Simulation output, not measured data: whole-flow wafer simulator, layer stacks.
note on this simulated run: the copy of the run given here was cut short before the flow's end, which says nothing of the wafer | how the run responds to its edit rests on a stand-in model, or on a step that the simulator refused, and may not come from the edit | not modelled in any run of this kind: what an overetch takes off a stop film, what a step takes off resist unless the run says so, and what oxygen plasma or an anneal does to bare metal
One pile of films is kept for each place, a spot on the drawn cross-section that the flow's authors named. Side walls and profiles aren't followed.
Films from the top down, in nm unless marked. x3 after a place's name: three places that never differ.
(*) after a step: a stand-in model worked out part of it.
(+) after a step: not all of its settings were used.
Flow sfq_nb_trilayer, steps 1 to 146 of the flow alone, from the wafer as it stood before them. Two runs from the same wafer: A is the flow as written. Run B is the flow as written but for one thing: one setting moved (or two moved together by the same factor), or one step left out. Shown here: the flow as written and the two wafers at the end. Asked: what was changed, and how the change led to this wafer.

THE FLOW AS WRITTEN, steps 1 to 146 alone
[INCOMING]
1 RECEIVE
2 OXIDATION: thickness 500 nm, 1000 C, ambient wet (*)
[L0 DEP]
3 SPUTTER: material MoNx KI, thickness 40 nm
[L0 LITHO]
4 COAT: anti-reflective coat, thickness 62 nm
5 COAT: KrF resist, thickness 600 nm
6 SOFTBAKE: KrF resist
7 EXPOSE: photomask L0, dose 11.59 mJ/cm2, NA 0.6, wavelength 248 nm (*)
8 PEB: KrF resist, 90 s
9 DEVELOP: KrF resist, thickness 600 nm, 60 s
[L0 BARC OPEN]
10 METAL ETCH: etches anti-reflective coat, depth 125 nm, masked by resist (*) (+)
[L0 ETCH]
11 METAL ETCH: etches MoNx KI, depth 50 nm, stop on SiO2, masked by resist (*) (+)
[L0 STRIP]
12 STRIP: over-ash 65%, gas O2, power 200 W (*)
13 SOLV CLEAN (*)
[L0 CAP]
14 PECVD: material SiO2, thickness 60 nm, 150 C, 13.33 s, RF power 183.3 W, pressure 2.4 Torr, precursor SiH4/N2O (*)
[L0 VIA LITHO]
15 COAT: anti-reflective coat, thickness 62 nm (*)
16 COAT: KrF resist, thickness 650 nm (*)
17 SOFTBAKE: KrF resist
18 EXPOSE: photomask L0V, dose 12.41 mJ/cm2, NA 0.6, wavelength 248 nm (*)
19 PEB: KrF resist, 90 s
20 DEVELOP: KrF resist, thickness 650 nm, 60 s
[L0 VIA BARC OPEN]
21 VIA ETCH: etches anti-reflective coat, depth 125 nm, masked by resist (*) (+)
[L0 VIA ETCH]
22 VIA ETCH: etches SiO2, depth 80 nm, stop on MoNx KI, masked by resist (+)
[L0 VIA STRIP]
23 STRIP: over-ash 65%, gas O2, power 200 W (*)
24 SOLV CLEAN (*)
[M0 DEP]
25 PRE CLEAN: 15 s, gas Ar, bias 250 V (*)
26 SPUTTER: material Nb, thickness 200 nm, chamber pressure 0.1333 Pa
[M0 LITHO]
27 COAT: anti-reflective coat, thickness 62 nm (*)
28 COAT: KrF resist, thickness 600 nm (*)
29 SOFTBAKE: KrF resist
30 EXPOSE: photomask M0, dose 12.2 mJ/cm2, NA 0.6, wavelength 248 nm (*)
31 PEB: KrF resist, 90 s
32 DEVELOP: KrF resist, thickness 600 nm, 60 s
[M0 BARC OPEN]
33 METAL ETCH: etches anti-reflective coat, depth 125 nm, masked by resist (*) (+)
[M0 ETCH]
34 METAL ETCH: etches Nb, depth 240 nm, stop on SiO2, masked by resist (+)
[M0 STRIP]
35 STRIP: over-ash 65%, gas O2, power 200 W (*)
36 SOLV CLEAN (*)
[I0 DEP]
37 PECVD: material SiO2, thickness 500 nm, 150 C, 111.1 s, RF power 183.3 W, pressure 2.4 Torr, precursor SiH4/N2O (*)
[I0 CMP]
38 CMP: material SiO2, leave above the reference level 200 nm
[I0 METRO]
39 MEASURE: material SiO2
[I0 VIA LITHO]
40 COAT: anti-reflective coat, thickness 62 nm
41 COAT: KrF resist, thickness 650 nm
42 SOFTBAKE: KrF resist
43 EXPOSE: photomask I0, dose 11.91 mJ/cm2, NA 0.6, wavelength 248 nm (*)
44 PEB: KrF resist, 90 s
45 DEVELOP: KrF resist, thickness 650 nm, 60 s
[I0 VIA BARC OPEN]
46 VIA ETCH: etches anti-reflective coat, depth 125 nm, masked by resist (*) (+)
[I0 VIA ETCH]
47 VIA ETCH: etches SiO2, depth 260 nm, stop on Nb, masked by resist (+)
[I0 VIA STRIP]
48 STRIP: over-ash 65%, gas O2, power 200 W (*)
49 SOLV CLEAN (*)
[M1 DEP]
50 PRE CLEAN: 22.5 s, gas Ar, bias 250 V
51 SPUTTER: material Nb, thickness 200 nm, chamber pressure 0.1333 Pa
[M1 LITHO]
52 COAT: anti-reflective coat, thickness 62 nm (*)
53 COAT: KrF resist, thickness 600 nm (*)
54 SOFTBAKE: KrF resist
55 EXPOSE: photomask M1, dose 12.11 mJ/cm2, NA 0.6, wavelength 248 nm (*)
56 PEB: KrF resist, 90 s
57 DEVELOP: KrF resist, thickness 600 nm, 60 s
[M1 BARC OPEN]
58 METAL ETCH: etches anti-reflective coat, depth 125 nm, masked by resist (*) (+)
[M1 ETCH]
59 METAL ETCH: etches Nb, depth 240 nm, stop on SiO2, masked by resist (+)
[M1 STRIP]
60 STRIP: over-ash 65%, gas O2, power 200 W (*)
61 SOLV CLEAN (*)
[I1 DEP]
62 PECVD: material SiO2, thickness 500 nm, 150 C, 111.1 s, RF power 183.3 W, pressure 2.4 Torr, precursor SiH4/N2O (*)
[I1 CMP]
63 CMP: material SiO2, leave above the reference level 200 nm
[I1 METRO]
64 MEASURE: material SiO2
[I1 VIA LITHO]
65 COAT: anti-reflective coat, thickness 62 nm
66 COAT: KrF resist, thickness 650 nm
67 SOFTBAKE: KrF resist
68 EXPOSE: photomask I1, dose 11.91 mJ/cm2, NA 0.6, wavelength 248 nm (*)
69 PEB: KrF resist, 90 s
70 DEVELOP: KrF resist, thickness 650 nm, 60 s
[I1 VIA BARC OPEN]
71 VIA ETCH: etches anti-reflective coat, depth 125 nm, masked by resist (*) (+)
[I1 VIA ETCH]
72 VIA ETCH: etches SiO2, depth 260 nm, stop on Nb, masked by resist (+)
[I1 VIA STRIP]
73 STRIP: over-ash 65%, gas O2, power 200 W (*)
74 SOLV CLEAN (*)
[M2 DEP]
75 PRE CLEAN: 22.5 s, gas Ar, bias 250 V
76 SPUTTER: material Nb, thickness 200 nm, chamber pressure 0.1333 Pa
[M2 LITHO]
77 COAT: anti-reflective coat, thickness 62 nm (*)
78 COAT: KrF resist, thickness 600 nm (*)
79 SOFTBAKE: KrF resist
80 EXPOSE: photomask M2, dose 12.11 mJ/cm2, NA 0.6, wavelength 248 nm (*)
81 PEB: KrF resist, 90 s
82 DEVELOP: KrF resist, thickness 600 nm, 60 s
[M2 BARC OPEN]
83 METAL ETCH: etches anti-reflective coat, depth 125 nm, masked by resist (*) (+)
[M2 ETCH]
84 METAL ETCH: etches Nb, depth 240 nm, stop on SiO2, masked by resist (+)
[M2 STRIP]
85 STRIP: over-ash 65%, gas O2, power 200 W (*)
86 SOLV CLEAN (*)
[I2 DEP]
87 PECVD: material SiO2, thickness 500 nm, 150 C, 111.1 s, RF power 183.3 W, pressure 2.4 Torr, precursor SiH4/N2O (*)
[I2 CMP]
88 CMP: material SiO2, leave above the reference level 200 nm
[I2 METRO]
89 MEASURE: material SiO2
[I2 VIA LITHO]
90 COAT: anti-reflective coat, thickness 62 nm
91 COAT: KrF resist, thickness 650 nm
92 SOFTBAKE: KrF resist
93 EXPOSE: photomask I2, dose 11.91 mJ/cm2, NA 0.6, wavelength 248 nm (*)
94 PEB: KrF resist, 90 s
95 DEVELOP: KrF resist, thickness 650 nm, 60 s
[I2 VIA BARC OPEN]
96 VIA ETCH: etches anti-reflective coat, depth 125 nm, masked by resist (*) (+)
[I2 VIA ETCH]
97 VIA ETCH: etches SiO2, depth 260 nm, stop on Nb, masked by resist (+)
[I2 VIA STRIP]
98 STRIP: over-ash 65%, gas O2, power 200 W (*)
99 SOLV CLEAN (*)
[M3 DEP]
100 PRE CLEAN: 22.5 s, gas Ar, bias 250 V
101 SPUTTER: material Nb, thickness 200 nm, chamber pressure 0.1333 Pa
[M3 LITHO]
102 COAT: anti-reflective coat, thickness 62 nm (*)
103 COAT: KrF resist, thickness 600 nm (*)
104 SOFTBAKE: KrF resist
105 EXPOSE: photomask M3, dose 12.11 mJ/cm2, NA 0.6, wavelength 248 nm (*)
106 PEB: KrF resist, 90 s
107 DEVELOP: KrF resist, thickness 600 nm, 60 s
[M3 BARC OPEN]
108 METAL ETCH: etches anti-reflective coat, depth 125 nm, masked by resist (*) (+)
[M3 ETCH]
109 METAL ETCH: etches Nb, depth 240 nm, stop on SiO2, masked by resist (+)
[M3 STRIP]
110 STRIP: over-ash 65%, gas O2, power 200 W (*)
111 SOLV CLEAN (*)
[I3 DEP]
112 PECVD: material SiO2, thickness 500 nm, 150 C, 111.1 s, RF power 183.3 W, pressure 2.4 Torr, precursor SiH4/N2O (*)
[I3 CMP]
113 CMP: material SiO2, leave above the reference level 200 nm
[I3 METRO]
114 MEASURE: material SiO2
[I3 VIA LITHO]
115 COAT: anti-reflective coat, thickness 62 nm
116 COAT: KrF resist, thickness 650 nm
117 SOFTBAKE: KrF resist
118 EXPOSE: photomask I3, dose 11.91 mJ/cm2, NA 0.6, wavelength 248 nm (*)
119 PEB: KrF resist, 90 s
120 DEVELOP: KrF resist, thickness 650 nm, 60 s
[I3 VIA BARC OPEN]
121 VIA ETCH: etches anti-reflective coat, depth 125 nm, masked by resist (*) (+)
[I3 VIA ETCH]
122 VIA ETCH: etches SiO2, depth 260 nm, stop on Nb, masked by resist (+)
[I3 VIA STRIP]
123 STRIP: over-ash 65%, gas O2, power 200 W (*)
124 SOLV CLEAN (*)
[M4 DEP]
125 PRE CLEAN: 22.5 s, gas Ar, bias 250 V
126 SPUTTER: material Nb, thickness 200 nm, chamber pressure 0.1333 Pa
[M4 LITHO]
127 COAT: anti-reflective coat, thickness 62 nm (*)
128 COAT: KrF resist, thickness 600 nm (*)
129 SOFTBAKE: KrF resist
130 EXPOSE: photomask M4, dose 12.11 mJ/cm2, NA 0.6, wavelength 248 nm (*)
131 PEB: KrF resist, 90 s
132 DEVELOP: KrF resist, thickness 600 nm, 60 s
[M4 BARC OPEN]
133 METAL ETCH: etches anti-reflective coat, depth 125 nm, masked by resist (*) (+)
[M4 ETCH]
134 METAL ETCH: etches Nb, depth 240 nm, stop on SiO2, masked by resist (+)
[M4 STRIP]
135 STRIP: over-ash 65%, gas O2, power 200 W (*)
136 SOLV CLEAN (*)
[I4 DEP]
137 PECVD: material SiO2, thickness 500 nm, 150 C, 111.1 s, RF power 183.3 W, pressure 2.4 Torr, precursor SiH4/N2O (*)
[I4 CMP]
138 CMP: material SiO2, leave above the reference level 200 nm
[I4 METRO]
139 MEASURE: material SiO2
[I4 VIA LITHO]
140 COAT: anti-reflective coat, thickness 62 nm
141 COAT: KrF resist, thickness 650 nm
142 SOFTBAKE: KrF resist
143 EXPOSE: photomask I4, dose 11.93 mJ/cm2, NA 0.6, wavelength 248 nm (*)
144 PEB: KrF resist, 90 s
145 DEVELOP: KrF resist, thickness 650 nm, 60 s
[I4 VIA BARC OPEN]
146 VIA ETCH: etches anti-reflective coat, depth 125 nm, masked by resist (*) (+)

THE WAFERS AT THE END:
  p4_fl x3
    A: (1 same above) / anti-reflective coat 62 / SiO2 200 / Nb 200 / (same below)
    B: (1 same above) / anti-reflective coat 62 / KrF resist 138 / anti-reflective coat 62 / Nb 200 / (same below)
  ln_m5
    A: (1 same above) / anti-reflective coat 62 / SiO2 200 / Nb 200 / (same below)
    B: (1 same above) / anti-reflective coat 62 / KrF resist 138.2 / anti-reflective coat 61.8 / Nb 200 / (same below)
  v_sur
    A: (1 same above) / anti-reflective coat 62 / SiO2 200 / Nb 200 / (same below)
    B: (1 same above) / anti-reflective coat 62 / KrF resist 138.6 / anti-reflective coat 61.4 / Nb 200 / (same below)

The cause: step 135, STRIP: over-ash 65%, gas O2, power 200 W (*), was left out.

How the change led to this, step by step:
  137 PECVD: material SiO2, thickness 500 nm, 150 C, 111.1 s, RF power 183.3 W, pressure 2.4 Torr, precursor SiH4/N2O (*)
      p3_s0 x6: A SiO2 +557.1 | B SiO2 +500
      lsp_r, l0_sur, l0v: A SiO2 +491.9 | B SiO2 +470.5
      (and at 1 more place)
  138 CMP: material SiO2, leave above the reference level 200 nm
      p4_fl x3, p4_w1 x9, p4_g1 x2, wl_j_sl x15: A SiO2 -300 | B SiO2 -500 (all of it), KrF resist -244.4
      ln_m5, lsp_m, ln_m6: A SiO2 -300 | B SiO2 -500 (all of it), KrF resist -243.7
      (and at 31 more places)
